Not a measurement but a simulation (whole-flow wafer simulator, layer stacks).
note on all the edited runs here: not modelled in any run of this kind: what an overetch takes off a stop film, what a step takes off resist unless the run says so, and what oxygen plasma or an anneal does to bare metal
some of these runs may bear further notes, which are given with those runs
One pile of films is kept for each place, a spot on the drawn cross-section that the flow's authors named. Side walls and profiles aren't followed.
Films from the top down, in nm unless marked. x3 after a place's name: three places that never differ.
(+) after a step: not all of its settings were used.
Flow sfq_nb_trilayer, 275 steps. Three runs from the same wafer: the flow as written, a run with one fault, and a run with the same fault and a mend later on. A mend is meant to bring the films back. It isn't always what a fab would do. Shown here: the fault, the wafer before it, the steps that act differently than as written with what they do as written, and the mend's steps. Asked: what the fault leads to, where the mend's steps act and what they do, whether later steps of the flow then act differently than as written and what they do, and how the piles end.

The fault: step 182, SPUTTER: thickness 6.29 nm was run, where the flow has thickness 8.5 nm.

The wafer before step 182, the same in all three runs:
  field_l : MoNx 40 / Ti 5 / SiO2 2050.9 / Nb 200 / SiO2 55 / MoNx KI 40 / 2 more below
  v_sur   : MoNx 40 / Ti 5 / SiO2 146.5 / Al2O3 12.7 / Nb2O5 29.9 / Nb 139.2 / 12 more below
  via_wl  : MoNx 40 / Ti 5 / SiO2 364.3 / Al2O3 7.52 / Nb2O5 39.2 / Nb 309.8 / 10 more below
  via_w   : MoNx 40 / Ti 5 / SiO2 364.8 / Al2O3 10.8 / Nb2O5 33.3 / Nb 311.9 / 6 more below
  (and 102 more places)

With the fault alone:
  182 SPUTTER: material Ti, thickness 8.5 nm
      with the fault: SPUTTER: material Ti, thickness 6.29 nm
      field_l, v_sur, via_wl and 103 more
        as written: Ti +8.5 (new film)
        with the fault: Ti +6.29 (new film)
  Later steps of the flow that act differently than as written (20 more steps differ only slightly, by at most 2% or 0.5 nm, whichever is larger, and aren't shown):
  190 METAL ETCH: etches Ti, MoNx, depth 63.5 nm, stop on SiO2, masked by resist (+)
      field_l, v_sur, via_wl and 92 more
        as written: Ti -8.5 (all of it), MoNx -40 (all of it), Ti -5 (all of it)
        with the fault: Ti -6.29 (all of it), MoNx -40 (all of it), Ti -5 (all of it)
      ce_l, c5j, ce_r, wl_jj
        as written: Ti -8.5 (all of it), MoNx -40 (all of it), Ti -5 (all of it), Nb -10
        with the fault: Ti -6.29 (all of it), MoNx -40 (all of it), Ti -5 (all of it), Nb -12.2
  At the end the piles differ from the flow's by more than 2% or 0.5 nm, whichever is larger, at be_r, r_sur, res, r_end, r5r_line_l, r5r_line_c, r5r_line_r.
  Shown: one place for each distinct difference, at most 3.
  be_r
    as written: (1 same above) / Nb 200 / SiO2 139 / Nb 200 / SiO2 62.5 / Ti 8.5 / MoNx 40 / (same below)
    with the fault: (1 same above) / Nb 200 / SiO2 141.2 / Nb 200 / SiO2 62.5 / Ti 6.29 / MoNx 40 / (same below)
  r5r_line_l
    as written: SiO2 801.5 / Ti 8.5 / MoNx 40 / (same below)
    with the fault: SiO2 803.7 / Ti 6.29 / MoNx 40 / (same below)
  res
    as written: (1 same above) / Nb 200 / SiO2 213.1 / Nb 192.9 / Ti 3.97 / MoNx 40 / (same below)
    with the fault: (1 same above) / Nb 200 / SiO2 215.3 / Nb 192.9 / Ti 1.76 / MoNx 40 / (same below)

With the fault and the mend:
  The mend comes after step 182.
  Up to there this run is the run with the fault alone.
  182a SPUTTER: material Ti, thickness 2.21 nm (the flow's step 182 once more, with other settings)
      field_l, v_sur, via_wl and 103 more
        Ti +2.21
  No later step of the flow acts differently than as written at any place that is followed.
  At the end the piles are the same as the flow's at every place that both follow.
